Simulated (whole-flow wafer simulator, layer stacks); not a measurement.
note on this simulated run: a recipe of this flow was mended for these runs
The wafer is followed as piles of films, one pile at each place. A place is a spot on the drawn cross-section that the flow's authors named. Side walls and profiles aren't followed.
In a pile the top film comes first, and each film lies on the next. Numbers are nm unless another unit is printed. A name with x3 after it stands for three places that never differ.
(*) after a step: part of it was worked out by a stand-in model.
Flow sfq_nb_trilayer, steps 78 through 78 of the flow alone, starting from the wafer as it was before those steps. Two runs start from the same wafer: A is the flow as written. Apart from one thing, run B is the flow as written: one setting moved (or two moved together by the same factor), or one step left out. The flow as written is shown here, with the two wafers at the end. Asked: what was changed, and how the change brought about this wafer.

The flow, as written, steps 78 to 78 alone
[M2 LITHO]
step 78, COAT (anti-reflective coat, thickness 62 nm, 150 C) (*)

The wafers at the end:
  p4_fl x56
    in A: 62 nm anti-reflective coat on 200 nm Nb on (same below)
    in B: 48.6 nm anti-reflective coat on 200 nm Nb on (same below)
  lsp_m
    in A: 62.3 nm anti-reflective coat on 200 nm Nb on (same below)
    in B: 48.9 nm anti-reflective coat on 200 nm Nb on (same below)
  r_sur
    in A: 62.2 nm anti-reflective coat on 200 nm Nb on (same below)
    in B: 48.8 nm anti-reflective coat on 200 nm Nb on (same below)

Cause: step 78, COAT: thickness 48.6 nm was run, though the flow has thickness 62 nm.
One can read it off the wafer: p4_fl x56 has anti-reflective coat 48.6, and step 78 as written asks for 62 nm.

How this came from the change, step by step:
  step 78, COAT (anti-reflective coat, thickness 62 nm, 150 C) (*)
      p4_fl x56, wl_j_sl x16, l0r_line_l x3, m0r_space_l x2: A anti-reflective coat gains 62 (new film) | B anti-reflective coat gains 48.6 (new film)
      lsp_m, ln_m6, lsp_r, l0_sur, l0v: A anti-reflective coat gains 62.3 (new film) | B anti-reflective coat gains 48.9 (new film)
      (also at 24 further places)
